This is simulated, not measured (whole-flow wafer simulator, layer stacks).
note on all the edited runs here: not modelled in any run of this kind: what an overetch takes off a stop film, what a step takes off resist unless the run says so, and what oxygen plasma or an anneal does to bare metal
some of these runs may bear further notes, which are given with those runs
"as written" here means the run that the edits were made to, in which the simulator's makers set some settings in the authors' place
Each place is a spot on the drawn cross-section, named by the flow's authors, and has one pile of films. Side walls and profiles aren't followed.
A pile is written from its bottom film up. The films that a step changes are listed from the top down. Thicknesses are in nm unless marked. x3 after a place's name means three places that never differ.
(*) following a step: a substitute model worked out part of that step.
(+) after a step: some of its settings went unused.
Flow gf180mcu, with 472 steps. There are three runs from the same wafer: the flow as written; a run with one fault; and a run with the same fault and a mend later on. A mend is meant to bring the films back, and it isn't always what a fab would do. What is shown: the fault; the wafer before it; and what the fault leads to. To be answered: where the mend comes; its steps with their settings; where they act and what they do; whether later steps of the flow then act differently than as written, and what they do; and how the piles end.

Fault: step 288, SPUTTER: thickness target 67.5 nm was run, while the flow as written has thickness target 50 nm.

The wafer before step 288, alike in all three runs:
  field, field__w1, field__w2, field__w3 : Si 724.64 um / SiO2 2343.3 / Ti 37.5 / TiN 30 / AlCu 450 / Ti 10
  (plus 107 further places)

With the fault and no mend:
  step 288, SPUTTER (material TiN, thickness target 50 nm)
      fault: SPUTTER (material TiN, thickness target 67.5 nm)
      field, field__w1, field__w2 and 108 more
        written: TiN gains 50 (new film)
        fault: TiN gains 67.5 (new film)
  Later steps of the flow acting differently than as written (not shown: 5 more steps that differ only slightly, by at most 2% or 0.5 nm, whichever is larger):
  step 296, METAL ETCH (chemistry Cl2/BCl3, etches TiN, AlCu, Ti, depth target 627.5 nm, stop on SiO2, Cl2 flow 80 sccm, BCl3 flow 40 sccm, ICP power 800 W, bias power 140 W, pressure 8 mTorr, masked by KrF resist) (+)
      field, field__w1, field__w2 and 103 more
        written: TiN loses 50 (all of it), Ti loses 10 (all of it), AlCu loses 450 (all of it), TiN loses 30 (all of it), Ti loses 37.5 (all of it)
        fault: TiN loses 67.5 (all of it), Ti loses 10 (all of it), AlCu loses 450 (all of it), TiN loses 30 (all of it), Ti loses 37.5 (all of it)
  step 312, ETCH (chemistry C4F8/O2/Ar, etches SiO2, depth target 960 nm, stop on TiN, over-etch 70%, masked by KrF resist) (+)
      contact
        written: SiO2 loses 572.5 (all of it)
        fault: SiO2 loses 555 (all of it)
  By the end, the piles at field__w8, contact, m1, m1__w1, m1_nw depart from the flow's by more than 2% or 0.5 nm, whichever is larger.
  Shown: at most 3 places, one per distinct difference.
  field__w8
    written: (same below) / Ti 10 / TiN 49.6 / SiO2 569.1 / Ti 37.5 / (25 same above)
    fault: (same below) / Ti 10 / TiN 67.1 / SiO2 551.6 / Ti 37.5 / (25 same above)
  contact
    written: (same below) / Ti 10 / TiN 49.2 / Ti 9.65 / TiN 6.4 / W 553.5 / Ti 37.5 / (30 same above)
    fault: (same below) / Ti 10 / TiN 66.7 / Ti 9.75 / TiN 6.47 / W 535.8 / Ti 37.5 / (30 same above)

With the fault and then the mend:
  The mend follows step 295.
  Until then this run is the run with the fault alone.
  step 295a, STRIP (chemistry O2/N2, power 2160 W, pressure 1700 mTorr) (*)
      field__w8, contact, m1, m1__w1, m1_nw
        KrF resist loses 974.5 (all of it)
  step 295b, METAL ETCH (chemistry Cl2/BCl3, etches TiN, AlCu, Ti, depth target 17.5 nm, Cl2 flow 80 sccm, BCl3 flow 40 sccm, ICP power 800 W, bias power 140 W, pressure 8 mTorr) (the flow's step 260, run once more with other settings)
      field, field__w1, field__w2 and 108 more
        TiN loses 17.5
  step 295c, HMDS (120 C, 60 s) (the flow's step 290, run once more)
      does not change any film at any place that is followed
  step 295d, COAT (KrF resist, thickness 1000 nm) (the flow's step 291, run once more)
      field, field__w1, field__w2 and 108 more
        KrF resist gains 1000 (new film)
  step 295e, SOFTBAKE (KrF resist) (the flow's step 292, run once more)
      does not change any film at any place that is followed
  step 295f, EXPOSE (photomask Metal2) (the flow's step 293, run once more)
      does not change any film at any place that is followed
  step 295g, PEB (KrF resist, 135 C, 90 s) (the flow's step 294, run once more)
      field, field__w1, field__w2 and 108 more
        KrF resist loses 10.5
  step 295h, DEVELOP (thickness 1000 nm, 60 s) (the flow's step 295, run once more)
      field, field__w1, field__w2 and 103 more
        KrF resist loses 989.5 (all of it)
      field__w8, contact, m1, m1__w1, m1_nw
        KrF resist loses 14.9
  None of the later steps of the flow acts differently than as written at any place that is followed.
  At every place that both follow, the piles at the end match the flow's.
